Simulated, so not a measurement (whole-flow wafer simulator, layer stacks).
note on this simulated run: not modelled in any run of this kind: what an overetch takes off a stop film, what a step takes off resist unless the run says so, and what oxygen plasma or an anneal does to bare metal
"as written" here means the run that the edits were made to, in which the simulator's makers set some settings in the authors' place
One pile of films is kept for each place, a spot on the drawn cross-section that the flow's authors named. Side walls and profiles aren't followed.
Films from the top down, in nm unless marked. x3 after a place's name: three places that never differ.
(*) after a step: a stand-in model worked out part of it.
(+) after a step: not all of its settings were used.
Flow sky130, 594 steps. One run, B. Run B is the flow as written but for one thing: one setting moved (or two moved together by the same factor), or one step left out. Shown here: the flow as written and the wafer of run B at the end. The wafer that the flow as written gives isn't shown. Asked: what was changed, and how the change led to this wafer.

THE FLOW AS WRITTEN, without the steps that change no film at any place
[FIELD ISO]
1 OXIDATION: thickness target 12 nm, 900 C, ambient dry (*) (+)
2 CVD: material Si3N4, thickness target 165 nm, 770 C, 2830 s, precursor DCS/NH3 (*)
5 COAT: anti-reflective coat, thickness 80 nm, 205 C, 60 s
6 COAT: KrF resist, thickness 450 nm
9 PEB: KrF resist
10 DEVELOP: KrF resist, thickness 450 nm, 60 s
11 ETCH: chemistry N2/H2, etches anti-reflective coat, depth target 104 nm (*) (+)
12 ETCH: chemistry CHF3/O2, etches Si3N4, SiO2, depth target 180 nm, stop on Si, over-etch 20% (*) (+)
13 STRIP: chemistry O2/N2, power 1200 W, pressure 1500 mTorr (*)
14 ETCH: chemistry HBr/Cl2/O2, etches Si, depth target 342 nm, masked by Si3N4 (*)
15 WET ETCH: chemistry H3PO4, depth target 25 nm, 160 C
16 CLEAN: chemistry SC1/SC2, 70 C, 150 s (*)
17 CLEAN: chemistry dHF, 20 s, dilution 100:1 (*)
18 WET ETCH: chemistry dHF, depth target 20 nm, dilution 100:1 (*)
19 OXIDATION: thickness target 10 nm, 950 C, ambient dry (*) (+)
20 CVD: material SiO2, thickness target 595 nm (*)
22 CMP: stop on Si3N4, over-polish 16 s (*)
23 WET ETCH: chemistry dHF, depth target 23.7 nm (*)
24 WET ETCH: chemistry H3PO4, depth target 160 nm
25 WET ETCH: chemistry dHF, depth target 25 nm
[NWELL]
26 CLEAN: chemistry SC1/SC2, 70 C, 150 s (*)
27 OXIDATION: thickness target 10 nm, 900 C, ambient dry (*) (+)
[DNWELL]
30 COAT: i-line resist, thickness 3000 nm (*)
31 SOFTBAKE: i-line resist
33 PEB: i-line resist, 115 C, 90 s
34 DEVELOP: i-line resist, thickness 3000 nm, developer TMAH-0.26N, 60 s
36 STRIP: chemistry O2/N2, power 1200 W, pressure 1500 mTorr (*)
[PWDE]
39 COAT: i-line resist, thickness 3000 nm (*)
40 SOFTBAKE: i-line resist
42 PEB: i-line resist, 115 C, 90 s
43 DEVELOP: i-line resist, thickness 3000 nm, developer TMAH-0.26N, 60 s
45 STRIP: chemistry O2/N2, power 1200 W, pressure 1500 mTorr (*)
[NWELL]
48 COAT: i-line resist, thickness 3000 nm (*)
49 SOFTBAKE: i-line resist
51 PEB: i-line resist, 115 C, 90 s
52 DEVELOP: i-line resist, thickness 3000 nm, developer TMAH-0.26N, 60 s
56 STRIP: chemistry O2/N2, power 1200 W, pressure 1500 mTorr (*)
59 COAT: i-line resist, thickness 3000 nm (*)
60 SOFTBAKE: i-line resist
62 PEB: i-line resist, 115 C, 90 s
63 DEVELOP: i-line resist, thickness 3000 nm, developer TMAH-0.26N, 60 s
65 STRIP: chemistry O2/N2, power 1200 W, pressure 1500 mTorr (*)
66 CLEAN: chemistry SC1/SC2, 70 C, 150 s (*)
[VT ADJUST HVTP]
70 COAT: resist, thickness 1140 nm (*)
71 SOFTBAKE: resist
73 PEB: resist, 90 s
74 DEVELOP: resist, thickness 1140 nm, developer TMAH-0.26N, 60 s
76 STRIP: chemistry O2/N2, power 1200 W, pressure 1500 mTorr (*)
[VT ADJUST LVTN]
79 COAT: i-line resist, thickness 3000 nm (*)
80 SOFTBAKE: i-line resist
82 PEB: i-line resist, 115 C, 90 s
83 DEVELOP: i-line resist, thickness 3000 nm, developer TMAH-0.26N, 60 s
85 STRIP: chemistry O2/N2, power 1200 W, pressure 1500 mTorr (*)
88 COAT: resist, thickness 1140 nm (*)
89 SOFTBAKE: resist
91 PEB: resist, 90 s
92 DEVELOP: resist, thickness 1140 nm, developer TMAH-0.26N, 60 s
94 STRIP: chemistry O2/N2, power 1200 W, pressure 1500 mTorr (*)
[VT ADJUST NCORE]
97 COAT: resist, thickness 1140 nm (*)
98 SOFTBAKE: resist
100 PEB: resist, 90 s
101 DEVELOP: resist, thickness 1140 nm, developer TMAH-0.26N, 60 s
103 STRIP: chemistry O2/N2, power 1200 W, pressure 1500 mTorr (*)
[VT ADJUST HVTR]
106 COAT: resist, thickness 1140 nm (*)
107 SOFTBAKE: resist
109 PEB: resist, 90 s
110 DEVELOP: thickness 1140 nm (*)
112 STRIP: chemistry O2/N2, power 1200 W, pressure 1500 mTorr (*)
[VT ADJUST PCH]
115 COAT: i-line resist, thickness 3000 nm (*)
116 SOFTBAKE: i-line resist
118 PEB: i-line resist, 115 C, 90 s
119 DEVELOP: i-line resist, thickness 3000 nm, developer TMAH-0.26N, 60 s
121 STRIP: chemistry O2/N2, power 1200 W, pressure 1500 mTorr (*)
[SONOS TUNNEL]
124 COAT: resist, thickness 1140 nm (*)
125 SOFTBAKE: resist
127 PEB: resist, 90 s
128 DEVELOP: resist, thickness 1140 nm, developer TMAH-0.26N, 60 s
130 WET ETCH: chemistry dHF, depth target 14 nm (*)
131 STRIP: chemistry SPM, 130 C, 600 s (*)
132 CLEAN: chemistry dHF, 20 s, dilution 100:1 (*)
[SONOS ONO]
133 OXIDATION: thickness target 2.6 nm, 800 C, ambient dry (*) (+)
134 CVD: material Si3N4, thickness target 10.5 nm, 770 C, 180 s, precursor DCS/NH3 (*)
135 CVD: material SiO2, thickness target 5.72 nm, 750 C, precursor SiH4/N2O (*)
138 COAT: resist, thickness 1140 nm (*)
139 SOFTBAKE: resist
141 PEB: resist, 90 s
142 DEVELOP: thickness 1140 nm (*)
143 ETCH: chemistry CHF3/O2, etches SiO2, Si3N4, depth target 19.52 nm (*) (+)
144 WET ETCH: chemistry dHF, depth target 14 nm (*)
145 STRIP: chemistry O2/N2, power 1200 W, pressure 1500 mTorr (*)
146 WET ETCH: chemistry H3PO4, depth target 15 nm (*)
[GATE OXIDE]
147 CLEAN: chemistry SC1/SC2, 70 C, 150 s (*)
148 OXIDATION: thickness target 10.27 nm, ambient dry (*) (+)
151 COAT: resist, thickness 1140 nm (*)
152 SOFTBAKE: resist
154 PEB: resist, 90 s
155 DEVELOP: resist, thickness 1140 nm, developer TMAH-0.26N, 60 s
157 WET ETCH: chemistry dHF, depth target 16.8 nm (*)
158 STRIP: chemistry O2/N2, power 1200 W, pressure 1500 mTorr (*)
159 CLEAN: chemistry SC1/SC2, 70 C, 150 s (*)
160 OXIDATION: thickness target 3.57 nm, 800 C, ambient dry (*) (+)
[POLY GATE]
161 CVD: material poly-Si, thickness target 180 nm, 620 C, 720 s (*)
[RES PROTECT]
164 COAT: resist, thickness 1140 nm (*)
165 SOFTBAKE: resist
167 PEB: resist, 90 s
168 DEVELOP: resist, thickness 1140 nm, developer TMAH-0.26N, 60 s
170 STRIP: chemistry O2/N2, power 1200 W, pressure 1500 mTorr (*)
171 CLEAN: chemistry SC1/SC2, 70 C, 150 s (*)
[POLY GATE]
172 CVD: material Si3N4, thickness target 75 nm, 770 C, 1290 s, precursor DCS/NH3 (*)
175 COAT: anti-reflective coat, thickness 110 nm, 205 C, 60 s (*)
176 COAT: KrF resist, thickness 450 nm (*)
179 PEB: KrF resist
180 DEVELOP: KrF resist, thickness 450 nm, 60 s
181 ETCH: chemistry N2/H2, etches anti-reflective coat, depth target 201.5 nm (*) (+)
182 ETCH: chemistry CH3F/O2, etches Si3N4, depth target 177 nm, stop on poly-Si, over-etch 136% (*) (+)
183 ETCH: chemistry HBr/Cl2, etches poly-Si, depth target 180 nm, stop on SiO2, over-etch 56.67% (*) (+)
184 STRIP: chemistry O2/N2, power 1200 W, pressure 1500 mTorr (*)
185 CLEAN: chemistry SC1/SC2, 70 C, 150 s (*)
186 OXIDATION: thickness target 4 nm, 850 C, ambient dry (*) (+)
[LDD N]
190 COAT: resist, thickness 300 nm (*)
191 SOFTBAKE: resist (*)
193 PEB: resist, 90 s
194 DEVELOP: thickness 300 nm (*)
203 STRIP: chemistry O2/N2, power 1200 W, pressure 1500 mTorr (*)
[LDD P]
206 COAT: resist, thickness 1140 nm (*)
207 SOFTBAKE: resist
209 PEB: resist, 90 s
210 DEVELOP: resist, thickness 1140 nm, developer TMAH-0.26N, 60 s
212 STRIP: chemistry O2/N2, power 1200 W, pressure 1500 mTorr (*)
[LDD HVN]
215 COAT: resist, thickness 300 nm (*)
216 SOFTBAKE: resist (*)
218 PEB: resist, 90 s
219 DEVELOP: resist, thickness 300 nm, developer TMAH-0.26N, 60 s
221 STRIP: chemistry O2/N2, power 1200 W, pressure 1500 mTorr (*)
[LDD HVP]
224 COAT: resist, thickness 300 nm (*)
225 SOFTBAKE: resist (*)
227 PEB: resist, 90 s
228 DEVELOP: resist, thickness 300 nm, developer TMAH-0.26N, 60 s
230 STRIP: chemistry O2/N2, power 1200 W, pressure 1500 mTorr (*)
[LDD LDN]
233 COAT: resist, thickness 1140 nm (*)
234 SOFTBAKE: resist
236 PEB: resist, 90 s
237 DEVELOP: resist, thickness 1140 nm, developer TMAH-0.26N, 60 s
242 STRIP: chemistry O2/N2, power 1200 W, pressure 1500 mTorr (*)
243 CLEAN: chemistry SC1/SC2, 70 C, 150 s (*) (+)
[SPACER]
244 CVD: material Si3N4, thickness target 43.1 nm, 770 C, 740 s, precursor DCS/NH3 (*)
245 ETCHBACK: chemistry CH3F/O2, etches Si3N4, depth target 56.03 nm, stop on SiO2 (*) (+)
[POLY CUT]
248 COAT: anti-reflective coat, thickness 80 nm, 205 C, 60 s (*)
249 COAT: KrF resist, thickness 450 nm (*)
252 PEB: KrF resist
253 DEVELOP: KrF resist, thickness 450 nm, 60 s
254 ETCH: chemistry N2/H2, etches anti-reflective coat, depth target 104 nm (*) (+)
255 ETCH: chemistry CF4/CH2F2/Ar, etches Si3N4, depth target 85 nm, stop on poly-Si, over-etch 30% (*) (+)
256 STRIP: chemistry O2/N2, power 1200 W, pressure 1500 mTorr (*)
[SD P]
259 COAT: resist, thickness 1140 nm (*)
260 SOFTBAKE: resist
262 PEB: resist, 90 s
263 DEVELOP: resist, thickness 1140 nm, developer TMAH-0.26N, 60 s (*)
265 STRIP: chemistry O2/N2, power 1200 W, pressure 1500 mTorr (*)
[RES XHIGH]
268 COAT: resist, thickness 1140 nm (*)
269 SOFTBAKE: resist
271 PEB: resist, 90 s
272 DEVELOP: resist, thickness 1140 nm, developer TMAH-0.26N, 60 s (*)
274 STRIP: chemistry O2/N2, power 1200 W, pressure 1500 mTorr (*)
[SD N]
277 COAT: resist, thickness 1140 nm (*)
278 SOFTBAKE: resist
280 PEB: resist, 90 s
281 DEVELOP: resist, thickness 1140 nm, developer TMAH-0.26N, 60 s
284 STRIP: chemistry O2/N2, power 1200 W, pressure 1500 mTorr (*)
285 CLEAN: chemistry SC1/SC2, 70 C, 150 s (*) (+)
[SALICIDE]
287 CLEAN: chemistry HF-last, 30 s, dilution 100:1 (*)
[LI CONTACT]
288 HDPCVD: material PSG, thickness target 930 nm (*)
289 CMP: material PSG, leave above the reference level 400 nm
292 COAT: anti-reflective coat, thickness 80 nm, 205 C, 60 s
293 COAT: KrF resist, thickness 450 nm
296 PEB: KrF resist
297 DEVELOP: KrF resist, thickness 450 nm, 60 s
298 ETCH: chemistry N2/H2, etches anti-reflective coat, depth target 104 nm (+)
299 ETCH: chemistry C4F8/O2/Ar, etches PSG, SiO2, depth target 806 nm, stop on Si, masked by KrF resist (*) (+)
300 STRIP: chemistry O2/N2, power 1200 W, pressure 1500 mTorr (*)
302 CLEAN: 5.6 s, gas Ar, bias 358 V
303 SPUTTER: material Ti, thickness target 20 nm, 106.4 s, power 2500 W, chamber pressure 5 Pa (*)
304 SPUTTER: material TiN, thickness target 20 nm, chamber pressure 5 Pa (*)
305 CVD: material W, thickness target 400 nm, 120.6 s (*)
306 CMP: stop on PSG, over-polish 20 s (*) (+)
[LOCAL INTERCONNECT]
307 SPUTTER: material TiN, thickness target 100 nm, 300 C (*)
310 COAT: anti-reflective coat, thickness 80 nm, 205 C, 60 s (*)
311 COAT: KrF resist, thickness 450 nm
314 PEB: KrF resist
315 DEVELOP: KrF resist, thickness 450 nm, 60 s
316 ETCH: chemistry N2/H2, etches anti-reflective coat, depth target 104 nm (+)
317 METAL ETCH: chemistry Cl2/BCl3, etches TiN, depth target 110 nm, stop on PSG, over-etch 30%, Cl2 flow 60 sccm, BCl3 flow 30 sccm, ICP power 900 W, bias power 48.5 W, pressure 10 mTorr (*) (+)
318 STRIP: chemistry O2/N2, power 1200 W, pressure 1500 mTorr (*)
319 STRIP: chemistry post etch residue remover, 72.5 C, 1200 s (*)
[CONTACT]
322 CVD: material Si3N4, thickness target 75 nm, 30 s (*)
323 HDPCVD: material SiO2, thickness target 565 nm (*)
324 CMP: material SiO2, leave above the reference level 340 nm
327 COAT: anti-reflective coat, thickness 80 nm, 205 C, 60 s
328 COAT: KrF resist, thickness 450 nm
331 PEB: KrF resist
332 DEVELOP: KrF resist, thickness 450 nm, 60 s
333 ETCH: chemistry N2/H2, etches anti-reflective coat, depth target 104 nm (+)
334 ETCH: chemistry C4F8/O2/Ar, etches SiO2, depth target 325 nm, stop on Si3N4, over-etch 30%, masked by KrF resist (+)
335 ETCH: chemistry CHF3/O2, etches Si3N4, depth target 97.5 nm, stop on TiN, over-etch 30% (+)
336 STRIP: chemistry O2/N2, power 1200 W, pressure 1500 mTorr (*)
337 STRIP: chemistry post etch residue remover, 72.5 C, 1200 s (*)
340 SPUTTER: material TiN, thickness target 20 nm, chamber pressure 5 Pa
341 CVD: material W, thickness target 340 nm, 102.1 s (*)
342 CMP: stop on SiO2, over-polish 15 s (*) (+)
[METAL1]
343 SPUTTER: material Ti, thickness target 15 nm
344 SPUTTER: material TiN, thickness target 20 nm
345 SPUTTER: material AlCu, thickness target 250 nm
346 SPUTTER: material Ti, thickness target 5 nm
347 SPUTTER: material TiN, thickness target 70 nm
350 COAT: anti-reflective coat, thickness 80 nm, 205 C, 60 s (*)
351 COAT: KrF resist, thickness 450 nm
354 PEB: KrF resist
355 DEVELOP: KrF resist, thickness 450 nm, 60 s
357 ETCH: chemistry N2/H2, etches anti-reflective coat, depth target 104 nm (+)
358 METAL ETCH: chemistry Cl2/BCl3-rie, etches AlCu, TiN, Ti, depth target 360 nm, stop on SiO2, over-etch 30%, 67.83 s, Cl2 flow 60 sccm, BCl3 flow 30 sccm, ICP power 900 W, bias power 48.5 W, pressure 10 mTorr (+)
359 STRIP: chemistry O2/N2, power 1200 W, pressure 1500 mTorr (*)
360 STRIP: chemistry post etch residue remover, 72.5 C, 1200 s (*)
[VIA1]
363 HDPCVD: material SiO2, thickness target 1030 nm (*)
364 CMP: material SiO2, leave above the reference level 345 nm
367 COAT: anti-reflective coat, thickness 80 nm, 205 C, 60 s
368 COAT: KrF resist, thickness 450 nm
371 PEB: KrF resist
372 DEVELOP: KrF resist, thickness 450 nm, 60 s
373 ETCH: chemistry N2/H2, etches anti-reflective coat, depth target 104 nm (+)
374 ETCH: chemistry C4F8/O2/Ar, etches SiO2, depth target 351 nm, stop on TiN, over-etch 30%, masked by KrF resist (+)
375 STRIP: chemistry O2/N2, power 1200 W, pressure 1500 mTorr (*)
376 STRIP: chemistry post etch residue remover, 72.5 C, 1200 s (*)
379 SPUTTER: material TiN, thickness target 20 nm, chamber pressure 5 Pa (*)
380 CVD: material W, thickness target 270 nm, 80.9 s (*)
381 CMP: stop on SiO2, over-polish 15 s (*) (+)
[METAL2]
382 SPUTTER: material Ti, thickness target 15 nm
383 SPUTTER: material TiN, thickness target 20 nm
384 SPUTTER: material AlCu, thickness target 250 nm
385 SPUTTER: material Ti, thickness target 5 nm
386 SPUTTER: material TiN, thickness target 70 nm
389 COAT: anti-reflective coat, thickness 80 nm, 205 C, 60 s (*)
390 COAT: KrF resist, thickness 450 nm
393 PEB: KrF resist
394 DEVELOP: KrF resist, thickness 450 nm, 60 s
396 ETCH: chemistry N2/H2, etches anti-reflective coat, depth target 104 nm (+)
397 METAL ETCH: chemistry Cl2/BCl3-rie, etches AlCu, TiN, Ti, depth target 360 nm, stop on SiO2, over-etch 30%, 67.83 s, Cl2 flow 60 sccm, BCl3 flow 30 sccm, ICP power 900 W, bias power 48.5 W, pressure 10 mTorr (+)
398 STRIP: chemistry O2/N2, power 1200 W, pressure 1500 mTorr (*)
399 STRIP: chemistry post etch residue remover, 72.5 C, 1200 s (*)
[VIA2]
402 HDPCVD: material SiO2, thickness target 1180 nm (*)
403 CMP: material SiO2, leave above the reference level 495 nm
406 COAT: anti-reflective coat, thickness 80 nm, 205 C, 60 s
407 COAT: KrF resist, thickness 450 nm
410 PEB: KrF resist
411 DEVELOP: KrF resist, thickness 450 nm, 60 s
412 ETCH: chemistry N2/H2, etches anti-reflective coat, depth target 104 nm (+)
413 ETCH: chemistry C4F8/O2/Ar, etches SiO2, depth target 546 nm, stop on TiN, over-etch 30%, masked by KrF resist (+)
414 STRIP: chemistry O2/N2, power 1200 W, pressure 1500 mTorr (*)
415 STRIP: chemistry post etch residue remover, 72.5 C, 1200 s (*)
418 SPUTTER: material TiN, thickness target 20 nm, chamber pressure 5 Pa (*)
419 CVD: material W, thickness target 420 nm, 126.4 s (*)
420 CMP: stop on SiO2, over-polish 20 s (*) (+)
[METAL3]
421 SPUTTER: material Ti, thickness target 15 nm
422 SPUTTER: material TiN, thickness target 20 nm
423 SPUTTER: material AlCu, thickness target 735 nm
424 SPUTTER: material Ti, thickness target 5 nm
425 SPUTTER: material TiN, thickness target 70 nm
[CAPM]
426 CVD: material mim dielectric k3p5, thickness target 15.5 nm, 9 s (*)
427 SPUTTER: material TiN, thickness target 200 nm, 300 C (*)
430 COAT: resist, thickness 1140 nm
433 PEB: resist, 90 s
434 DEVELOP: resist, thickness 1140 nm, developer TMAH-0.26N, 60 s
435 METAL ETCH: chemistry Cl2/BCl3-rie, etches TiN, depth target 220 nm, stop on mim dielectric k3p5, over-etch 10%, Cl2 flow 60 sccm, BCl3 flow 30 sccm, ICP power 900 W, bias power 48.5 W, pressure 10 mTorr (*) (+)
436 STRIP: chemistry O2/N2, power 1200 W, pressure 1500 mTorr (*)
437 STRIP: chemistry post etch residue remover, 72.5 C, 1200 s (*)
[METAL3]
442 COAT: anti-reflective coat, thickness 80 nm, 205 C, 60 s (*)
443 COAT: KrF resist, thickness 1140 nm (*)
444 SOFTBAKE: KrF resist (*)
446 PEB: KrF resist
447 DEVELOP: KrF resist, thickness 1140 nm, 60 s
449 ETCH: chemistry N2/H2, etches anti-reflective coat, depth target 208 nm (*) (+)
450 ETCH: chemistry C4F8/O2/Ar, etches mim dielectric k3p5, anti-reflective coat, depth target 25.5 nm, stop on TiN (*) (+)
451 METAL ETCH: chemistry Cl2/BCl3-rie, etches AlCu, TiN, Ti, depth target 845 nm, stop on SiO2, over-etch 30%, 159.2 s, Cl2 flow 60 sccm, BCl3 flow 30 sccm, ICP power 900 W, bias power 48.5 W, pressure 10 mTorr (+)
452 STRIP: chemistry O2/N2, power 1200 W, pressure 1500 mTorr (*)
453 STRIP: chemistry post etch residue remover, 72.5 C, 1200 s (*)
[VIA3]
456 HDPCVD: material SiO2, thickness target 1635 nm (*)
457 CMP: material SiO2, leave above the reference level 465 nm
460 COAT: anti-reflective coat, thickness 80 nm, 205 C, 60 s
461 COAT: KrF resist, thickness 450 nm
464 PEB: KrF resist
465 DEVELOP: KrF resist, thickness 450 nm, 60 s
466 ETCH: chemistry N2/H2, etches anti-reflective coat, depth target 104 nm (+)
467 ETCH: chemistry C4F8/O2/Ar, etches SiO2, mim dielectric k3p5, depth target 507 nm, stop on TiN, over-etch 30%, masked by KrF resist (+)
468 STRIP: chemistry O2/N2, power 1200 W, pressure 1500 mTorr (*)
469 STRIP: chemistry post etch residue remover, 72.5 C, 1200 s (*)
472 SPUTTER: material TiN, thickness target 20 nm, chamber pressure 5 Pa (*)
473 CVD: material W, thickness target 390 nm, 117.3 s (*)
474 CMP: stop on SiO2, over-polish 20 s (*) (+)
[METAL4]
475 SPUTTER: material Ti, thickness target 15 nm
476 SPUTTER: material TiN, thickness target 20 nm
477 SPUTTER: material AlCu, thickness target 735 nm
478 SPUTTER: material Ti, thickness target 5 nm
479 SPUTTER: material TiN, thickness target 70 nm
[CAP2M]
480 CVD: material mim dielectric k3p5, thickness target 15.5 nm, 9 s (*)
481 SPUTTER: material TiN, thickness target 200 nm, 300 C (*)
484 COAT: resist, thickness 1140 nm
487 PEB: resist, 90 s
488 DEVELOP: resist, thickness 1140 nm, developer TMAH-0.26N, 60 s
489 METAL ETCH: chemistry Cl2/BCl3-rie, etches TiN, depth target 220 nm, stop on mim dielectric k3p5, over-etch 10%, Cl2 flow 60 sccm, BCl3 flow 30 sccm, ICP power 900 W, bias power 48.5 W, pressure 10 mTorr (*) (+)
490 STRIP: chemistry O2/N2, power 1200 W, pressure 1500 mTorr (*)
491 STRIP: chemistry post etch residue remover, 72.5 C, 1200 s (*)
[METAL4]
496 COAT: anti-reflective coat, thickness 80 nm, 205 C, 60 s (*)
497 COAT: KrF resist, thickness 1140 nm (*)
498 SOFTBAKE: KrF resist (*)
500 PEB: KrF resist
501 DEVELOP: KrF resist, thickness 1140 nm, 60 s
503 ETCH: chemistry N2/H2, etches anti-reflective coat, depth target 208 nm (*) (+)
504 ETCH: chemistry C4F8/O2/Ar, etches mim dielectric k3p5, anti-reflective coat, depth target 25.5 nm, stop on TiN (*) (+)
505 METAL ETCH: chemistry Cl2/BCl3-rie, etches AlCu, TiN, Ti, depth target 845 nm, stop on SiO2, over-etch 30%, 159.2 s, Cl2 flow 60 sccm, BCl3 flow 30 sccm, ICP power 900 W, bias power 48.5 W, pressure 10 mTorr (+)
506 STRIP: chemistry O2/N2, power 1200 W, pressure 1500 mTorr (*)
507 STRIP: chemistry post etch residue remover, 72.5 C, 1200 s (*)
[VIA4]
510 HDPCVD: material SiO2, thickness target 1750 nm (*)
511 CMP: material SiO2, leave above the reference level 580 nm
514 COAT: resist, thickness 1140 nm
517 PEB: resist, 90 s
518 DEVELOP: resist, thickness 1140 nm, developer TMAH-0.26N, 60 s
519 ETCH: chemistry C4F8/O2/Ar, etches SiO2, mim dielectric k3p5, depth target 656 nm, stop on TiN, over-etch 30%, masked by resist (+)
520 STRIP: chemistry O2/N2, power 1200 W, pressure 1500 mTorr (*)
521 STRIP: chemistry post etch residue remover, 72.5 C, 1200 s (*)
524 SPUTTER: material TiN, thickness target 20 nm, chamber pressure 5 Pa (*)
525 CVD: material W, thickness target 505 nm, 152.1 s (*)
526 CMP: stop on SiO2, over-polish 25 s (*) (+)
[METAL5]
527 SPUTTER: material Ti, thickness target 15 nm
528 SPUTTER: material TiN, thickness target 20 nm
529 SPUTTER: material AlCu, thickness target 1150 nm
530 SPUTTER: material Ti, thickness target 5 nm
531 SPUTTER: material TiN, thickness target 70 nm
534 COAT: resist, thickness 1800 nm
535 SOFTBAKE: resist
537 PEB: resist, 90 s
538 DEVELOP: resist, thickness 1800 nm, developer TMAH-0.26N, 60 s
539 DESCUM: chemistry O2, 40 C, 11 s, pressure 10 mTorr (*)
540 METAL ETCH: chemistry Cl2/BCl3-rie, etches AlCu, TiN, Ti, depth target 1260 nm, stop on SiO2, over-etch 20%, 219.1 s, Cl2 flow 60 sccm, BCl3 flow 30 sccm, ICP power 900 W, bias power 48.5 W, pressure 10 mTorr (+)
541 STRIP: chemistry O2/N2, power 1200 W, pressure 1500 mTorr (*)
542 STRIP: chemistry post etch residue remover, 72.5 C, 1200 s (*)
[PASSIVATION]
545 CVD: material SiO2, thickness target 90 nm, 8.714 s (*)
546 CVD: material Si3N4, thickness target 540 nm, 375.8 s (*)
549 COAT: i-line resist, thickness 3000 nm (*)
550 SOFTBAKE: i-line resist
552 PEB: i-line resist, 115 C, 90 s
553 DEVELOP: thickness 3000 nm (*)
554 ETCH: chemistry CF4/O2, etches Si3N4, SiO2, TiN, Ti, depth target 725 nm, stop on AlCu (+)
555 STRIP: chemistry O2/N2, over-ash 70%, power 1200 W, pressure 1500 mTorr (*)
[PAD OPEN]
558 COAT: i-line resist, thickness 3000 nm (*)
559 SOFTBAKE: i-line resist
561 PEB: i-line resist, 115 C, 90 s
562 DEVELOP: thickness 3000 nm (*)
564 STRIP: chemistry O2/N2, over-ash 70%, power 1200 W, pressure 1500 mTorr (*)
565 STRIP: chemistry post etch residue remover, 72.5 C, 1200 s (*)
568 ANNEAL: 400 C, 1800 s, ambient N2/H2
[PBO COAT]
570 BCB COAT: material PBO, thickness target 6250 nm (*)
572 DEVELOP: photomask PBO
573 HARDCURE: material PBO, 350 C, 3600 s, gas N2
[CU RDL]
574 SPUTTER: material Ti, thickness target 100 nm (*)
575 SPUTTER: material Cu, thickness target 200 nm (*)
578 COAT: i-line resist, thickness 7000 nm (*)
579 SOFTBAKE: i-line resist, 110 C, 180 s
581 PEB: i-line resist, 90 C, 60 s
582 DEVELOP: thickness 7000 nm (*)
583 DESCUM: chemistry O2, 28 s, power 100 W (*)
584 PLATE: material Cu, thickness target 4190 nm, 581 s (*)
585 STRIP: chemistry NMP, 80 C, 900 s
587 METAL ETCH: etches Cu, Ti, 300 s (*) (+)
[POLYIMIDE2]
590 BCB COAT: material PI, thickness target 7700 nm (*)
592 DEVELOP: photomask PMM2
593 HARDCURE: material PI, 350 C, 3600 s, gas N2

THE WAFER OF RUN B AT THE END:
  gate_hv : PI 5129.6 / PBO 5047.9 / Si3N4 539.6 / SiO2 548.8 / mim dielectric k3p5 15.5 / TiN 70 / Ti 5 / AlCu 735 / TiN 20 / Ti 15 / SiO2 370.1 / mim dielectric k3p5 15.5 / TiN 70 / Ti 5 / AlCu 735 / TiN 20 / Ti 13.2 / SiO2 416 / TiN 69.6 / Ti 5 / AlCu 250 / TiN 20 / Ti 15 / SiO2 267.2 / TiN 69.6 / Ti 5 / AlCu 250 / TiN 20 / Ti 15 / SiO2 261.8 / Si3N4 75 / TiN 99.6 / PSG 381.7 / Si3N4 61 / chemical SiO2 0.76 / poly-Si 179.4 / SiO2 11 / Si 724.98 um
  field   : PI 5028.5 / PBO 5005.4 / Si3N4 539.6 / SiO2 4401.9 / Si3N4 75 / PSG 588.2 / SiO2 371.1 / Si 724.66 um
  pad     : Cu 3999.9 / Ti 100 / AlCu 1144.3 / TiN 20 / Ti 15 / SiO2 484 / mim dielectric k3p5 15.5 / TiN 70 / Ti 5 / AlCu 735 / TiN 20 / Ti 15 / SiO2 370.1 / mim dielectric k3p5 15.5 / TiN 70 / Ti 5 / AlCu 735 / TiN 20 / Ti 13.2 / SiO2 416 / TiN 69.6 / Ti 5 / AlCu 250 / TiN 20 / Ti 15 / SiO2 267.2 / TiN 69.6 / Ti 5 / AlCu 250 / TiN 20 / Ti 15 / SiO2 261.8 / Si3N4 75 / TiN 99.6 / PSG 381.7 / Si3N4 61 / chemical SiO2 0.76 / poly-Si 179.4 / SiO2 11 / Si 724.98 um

The cause: step 421, SPUTTER: thickness target 13.2 nm was run, where the flow has thickness target 15 nm.
It can be read off the wafer: gate_hv has Ti 13.2, and step 421 as written asks for 15 nm.

How the change led to this, step by step:
  421 SPUTTER: material Ti, thickness target 15 nm
      field, active, n_well and 188 more: Ti +13.2 (new film) (as written it would be: Ti +15 (new film))
  451 METAL ETCH: chemistry Cl2/BCl3-rie, etches AlCu, TiN, Ti, depth target 845 nm, stop on SiO2, over-etch 30%, 159.2 s, Cl2 flow 60 sccm, BCl3 flow 30 sccm, ICP power 900 W, bias power 48.5 W, pressure 10 mTorr (+)
      field, active, gate and 69 more: TiN -70 (all of it), Ti -5 (all of it), AlCu -735 (all of it), TiN -20 (all of it), Ti -13.2 (all of it), SiO2 -25.5 (as written it would be: TiN -70 (all of it), Ti -5 (all of it), AlCu -735 (all of it), TiN -20 (all of it), Ti -15 (all of it), SiO2 -25.4)
      vpp_ln, vpp_iso2, ndiff_ln and 10 more: TiN -70 (all of it), Ti -5 (all of it), AlCu -735 (all of it), TiN -20 (all of it), Ti -13.2 (all of it), SiO2 -25.5 (as written it would be: TiN -70 (all of it), Ti -5 (all of it), AlCu -735 (all of it), TiN -20 (all of it), Ti -15 (all of it), SiO2 -25.3)
